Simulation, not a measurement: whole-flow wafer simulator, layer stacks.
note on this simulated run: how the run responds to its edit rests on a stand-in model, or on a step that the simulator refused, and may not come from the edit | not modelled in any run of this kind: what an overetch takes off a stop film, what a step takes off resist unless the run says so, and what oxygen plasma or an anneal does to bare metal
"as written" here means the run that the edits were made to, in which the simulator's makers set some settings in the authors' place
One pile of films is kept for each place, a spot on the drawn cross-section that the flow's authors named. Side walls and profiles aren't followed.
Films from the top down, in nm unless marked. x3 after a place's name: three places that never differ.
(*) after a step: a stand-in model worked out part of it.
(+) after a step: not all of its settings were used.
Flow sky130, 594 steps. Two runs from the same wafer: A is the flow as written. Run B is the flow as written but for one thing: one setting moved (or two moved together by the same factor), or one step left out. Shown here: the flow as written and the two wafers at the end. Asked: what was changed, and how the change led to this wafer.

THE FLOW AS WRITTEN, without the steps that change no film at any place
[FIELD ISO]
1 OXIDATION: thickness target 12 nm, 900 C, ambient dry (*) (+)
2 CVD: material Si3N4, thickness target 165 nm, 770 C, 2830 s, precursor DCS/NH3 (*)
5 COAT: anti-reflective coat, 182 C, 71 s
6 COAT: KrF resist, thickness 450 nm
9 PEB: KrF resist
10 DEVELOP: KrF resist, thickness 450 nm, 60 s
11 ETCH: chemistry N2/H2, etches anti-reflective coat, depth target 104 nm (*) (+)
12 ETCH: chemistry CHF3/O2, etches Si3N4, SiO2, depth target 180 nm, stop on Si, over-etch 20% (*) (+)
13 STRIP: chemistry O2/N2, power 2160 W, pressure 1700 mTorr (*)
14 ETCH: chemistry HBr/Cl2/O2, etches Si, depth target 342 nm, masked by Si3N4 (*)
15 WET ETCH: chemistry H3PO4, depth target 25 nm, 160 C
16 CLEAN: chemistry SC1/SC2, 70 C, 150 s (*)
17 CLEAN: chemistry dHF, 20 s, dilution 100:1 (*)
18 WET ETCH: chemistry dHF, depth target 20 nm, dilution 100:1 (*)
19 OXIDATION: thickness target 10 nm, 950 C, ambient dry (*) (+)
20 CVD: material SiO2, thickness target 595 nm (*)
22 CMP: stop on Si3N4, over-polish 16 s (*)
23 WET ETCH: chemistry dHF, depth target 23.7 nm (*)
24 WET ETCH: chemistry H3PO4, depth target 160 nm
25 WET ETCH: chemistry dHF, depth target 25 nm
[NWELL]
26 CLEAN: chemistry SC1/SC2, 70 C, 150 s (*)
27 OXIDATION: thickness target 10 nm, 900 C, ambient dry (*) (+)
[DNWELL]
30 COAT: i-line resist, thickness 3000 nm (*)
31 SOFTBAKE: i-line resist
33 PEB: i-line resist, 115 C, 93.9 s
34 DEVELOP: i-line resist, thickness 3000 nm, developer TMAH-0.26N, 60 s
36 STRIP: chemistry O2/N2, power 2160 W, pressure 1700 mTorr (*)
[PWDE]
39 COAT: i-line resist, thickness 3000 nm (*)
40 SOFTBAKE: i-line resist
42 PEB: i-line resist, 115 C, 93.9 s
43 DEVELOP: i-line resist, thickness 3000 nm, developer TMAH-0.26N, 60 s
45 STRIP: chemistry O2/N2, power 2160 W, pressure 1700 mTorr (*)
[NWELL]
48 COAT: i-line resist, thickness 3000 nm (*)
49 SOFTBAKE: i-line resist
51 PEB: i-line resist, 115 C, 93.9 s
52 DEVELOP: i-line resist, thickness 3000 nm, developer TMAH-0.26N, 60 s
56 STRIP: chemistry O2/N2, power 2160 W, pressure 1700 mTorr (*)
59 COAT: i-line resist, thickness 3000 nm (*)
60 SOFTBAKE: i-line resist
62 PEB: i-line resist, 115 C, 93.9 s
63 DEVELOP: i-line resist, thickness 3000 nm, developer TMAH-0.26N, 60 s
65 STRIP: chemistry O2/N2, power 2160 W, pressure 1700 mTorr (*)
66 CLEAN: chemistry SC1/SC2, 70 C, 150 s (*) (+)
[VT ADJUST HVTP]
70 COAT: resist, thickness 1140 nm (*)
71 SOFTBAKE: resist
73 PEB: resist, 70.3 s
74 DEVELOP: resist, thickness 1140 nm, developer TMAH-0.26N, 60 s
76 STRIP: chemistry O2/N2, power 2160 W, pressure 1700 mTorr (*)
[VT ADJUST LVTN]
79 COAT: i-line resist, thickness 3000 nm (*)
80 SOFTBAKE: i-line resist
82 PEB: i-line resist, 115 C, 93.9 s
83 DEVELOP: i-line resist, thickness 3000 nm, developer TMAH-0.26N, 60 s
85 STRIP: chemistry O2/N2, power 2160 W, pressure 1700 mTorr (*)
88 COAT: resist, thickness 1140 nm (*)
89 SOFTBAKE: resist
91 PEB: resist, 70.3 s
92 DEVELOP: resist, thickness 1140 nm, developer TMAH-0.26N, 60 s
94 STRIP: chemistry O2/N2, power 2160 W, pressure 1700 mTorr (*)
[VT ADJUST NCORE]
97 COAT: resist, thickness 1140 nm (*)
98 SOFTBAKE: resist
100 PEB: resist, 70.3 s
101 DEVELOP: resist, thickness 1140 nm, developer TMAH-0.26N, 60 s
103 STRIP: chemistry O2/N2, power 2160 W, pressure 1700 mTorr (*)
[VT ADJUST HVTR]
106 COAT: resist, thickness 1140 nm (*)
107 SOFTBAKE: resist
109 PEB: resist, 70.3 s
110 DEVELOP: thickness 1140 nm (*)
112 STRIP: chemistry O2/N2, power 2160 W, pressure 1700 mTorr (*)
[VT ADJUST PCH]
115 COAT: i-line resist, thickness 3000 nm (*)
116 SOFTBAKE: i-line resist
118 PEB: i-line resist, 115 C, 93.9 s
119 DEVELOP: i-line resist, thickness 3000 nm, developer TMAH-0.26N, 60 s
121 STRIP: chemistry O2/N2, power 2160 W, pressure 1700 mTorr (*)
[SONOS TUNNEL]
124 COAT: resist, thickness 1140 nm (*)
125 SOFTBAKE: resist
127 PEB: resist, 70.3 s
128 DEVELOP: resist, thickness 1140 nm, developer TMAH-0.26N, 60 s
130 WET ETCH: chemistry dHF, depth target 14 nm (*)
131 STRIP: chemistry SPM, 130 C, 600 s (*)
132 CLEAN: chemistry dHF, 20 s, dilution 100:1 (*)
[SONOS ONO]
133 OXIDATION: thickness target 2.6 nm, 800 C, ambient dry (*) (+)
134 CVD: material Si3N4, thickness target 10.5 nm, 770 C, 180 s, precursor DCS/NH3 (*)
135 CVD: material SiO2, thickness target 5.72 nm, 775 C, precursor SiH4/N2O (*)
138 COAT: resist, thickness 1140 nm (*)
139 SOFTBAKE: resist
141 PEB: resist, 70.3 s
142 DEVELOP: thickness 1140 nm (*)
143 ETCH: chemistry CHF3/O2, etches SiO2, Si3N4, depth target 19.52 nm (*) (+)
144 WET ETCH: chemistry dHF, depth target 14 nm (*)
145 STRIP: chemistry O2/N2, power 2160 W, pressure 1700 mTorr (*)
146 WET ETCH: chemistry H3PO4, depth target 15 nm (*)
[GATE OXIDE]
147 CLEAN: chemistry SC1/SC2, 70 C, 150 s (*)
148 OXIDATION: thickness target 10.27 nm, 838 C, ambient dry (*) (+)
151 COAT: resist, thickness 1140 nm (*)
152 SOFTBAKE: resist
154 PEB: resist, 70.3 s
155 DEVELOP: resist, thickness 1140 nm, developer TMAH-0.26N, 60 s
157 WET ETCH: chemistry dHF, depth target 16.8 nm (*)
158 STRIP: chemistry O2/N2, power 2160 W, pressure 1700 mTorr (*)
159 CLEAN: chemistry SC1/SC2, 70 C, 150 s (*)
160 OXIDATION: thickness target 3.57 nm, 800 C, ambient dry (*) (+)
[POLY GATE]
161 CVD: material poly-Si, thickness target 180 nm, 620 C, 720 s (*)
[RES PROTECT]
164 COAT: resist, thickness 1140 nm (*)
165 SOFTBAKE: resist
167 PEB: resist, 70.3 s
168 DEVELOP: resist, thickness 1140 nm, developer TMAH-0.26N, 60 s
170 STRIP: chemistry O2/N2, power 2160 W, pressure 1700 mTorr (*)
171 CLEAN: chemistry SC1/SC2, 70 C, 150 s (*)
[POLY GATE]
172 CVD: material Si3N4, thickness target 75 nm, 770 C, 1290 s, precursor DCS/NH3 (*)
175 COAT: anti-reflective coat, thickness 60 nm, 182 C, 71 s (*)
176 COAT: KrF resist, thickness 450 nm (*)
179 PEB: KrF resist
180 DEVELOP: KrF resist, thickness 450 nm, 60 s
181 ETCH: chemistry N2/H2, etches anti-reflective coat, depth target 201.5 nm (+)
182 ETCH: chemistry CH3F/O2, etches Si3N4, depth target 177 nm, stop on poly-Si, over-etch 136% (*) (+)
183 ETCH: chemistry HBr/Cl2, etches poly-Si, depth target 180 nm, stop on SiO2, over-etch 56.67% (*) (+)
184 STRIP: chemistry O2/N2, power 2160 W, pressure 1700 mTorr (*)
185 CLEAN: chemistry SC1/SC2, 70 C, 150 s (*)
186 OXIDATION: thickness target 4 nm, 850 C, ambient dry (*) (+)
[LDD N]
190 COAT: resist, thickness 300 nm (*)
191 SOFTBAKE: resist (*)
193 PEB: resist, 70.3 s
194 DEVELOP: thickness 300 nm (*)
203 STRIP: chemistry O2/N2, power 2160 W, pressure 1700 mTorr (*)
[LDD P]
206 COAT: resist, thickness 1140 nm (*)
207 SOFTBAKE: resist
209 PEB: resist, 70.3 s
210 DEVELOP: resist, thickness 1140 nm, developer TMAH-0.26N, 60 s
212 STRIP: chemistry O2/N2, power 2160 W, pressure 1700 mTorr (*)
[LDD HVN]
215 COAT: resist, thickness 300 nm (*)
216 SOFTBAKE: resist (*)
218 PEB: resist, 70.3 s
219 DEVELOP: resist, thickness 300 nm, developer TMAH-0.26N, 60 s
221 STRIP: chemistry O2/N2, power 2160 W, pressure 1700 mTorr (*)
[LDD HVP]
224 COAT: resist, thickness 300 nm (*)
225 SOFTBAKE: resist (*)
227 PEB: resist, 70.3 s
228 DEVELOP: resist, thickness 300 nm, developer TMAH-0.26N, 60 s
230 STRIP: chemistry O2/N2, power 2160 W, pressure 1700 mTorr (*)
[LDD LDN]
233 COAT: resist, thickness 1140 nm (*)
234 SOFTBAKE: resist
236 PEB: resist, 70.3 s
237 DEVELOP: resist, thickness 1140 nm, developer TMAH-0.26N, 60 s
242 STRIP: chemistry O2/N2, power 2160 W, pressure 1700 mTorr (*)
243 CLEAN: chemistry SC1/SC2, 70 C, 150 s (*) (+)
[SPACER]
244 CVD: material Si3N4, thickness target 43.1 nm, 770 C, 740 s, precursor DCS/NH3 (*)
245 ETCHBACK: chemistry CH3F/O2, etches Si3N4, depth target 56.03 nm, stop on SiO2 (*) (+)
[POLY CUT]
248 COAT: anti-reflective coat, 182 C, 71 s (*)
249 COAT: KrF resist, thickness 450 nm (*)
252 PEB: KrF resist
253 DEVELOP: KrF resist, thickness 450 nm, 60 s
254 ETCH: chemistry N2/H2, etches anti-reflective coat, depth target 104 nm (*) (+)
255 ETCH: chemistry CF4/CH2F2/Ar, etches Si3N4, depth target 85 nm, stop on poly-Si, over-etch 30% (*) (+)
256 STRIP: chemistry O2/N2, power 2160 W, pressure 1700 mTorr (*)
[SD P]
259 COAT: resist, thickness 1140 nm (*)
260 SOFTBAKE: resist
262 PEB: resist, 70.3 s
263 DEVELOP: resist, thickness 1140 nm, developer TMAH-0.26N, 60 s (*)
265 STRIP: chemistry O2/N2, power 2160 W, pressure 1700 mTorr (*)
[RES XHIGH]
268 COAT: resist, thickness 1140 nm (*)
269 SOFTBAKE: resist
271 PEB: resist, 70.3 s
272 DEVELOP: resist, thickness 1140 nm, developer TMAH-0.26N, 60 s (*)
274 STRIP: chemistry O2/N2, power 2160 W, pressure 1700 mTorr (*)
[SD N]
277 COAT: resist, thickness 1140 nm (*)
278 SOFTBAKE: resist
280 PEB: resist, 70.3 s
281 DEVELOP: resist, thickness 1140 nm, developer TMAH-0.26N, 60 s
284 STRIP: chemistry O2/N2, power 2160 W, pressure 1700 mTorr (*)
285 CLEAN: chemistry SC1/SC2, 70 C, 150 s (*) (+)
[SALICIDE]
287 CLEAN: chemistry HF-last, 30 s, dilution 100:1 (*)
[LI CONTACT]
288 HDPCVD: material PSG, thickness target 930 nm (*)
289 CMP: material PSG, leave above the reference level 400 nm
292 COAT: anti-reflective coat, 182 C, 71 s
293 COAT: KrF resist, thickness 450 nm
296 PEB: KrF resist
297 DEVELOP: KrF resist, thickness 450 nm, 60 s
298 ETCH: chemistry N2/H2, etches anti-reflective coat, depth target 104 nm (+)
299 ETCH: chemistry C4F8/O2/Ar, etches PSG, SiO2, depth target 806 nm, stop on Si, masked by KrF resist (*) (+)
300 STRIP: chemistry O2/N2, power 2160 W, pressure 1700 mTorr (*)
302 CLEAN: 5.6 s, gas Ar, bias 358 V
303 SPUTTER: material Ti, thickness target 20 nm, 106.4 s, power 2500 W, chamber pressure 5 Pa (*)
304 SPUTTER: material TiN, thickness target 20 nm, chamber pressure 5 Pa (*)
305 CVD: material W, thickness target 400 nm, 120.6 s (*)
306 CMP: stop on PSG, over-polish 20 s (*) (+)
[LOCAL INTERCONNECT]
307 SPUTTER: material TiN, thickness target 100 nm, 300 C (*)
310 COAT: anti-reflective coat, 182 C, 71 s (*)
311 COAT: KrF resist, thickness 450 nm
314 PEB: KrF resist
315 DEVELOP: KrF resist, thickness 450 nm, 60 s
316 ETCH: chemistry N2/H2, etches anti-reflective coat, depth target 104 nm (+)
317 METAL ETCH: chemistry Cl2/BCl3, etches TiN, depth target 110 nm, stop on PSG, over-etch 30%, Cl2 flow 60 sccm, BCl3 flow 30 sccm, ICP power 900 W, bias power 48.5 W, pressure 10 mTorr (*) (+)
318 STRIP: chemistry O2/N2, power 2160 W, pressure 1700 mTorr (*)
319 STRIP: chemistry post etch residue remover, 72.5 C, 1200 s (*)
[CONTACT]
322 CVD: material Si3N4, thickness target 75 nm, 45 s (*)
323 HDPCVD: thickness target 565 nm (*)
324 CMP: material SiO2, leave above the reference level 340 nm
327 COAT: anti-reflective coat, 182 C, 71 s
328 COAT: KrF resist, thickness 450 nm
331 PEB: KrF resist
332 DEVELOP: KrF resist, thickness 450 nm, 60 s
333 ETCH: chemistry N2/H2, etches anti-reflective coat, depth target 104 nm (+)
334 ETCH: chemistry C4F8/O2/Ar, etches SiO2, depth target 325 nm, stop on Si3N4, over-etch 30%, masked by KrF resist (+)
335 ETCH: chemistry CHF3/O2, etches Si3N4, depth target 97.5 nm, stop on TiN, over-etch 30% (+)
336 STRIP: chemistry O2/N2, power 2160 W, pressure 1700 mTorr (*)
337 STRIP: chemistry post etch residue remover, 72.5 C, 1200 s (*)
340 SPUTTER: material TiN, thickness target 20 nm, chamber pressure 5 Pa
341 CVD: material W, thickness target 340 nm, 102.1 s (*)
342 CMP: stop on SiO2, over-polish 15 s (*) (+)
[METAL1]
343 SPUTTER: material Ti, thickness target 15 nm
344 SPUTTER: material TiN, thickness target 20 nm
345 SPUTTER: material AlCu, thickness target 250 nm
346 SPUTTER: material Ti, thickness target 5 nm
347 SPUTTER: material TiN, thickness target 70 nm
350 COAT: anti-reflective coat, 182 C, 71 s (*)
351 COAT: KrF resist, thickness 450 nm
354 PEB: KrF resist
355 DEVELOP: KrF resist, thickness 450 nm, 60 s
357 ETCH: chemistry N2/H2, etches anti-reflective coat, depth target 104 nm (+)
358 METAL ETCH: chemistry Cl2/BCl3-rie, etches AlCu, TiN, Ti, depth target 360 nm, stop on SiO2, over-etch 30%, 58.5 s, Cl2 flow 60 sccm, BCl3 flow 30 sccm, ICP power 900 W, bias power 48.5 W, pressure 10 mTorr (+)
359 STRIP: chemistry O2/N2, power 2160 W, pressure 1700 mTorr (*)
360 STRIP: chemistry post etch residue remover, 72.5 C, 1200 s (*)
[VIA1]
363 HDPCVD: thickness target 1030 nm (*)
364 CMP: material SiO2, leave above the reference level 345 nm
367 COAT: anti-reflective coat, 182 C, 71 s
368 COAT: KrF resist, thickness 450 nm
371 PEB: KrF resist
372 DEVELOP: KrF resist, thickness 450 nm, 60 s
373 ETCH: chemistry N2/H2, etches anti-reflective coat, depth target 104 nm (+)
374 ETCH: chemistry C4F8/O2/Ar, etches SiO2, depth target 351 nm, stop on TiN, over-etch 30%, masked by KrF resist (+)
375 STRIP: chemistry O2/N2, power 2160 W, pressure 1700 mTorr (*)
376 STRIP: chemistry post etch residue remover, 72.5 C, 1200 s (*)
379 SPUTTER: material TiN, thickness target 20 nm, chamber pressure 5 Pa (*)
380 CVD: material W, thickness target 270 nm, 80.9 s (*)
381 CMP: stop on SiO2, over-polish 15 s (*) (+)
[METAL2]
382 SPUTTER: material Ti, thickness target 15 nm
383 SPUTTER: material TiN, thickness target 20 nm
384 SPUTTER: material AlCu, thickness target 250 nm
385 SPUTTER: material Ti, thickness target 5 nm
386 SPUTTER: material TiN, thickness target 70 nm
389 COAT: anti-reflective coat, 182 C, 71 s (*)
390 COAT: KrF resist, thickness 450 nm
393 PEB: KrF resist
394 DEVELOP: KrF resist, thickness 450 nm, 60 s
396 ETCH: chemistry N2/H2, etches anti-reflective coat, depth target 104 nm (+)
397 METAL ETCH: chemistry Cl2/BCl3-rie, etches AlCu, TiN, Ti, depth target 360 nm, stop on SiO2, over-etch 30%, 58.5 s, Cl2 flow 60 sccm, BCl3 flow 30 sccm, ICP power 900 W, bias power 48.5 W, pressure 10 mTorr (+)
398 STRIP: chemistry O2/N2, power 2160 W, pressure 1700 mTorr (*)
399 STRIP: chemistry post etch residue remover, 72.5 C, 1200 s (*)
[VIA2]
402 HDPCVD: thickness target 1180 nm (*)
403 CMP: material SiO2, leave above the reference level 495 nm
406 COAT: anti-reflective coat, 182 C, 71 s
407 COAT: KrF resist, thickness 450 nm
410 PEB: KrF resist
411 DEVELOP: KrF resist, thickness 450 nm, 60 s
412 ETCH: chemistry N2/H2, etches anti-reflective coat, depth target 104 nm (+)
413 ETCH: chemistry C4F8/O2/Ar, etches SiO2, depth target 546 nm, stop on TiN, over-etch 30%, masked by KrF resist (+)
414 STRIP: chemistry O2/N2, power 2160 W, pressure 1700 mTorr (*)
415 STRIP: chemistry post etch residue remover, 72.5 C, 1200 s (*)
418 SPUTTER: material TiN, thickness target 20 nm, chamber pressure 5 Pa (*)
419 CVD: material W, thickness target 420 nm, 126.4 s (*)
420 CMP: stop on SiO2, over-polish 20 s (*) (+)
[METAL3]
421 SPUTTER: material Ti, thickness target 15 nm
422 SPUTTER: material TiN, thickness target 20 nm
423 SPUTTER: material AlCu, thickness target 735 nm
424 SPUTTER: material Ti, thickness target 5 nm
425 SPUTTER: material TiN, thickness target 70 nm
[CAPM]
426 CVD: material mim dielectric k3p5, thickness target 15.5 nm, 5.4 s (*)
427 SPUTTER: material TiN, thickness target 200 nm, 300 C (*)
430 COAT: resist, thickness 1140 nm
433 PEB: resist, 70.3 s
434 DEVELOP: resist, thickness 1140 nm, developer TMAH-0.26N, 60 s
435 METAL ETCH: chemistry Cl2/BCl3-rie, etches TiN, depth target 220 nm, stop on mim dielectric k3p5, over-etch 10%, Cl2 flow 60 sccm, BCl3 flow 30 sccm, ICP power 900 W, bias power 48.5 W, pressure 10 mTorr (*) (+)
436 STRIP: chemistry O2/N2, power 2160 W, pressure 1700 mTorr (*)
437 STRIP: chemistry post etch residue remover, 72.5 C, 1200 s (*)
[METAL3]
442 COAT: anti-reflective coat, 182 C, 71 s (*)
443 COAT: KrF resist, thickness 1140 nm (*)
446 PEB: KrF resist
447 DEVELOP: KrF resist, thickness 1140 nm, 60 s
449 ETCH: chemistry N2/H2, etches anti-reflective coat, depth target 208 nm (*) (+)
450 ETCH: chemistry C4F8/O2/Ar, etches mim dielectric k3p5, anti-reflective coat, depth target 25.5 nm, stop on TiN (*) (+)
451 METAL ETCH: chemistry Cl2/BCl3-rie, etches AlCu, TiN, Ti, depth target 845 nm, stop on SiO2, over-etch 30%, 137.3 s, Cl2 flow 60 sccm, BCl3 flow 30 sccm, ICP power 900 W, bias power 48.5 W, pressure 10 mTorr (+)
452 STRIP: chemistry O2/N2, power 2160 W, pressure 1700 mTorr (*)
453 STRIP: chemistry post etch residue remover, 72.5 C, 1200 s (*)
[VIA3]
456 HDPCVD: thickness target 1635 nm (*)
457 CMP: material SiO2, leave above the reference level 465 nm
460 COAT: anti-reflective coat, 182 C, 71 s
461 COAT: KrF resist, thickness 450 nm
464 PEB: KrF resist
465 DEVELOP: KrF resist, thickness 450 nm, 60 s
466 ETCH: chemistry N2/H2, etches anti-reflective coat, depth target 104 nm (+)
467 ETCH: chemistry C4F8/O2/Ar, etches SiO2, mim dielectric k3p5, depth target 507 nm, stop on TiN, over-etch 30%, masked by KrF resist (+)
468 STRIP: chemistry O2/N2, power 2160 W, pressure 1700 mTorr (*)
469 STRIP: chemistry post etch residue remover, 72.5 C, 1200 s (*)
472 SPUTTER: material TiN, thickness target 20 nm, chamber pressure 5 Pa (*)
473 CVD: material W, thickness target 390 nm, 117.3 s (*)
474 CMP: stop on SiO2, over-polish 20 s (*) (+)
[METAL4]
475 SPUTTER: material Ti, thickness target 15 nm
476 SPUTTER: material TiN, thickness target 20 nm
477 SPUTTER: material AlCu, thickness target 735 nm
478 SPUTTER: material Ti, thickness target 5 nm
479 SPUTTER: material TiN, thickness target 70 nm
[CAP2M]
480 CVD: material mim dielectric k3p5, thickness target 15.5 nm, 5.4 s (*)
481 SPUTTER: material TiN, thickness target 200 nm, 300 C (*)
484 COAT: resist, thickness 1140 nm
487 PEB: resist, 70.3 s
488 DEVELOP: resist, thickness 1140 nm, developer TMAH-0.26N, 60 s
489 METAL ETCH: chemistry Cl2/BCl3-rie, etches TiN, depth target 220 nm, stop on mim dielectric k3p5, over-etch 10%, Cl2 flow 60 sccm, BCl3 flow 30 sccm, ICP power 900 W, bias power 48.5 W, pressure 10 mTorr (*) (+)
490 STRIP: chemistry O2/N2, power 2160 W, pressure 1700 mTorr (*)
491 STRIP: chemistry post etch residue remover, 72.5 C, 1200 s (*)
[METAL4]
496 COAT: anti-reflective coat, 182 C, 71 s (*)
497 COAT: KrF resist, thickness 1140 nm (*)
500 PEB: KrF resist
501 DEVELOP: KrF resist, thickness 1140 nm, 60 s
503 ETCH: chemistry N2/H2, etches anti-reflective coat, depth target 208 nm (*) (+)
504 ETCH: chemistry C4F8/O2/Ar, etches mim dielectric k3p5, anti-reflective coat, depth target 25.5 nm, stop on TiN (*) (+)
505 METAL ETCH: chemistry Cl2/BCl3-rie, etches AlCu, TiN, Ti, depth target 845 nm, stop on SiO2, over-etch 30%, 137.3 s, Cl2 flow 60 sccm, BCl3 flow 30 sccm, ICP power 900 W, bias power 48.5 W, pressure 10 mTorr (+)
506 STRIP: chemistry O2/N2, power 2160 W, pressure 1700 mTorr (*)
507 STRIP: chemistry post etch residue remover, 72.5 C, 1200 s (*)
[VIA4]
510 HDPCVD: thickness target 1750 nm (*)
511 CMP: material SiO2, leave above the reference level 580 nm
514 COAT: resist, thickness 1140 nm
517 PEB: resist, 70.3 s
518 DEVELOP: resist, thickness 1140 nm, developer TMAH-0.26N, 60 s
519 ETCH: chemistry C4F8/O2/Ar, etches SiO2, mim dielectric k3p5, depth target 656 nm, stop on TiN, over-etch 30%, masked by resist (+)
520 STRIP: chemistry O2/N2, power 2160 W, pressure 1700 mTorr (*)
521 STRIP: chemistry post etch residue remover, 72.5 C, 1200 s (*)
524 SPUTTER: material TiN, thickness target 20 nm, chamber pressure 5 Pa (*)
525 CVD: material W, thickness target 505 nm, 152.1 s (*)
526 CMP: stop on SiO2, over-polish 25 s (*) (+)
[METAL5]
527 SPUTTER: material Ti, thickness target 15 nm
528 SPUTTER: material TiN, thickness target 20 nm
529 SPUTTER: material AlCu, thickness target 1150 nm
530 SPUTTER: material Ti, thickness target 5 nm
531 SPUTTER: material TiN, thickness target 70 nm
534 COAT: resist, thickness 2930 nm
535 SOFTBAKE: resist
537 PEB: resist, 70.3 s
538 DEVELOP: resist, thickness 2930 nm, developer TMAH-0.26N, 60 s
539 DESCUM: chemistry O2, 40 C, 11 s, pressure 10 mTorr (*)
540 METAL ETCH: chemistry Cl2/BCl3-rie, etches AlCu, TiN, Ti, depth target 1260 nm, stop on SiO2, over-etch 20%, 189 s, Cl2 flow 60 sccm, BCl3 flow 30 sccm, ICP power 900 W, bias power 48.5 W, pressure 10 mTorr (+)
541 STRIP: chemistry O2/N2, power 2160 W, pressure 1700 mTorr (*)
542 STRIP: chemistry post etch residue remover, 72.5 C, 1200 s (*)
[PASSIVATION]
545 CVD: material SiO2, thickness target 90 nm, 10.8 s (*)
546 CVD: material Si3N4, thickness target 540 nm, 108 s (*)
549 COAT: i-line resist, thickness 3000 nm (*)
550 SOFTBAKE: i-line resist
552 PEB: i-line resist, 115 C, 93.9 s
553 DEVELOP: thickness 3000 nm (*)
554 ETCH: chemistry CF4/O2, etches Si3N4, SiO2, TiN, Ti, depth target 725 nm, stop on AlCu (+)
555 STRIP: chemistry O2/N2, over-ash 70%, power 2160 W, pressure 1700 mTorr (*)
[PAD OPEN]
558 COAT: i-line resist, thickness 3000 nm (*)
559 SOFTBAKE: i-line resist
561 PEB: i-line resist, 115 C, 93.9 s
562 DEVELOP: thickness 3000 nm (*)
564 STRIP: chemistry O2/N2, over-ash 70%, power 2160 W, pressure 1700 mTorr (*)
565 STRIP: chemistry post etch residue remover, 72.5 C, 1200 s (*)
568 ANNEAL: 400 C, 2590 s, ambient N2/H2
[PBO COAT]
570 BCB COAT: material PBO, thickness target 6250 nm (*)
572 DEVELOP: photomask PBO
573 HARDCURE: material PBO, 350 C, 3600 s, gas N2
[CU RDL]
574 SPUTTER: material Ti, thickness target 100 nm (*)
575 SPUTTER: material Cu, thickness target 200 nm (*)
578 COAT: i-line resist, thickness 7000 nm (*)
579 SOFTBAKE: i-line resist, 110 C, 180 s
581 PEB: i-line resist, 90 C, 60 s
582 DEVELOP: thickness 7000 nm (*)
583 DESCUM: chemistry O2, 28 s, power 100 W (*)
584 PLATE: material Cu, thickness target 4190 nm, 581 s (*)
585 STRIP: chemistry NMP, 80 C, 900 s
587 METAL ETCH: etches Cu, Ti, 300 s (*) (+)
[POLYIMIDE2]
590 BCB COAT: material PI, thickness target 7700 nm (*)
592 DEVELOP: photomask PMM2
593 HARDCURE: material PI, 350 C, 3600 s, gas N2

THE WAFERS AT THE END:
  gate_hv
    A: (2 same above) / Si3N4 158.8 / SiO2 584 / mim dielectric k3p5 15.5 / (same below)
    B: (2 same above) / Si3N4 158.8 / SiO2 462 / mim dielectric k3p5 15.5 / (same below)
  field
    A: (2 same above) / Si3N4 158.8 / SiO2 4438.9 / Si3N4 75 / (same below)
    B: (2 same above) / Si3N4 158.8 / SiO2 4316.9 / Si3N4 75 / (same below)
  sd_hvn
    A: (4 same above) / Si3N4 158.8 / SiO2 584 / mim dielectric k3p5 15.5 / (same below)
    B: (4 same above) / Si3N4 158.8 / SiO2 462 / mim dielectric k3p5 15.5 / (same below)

The cause: step 511, CMP: leave above the reference level 458 nm was run, where the flow has leave above the reference level 580 nm.

How the change led to this, step by step:
  511 CMP: material SiO2, leave above the reference level 580 nm
      n_well, p_well, gate_hv and 99 more: A SiO2 -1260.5 | B SiO2 -1382.5
      field, active, gate and 77 more: A SiO2 -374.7 | B SiO2 -496.7
      (and at 11 more places)
  519 ETCH: chemistry C4F8/O2/Ar, etches SiO2, mim dielectric k3p5, depth target 656 nm, stop on TiN, over-etch 30%, masked by resist (+)
      field, active, n_well and 188 more: A resist -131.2 | B resist -99.7
      m1: A SiO2 -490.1 (all of it), mim dielectric k3p5 -15.5 (all of it) | B SiO2 -368.1 (all of it), mim dielectric k3p5 -15.5 (all of it)
      (and at 1 more place)
  520 STRIP: chemistry O2/N2, power 2160 W, pressure 1700 mTorr (*)
      field, active, n_well and 188 more: A resist -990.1 (all of it) | B resist -1021.5 (all of it)
  524 SPUTTER: material TiN, thickness target 20 nm, chamber pressure 5 Pa (*)
      m1, via4_hole: A TiN +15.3 | B TiN +16.1
  525 CVD: material W, thickness target 505 nm, 152.1 s (*)
      m1: A W +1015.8 (new film) | B W +696.2 (new film)
      via4_hole: A W +1015.2 (new film) | B W +697.2 (new film)
  526 CMP: stop on SiO2, over-polish 25 s (*) (+)
      m1: A W -532.7 | B W -335.9
      via4_hole: A W -532.7 | B W -337.6
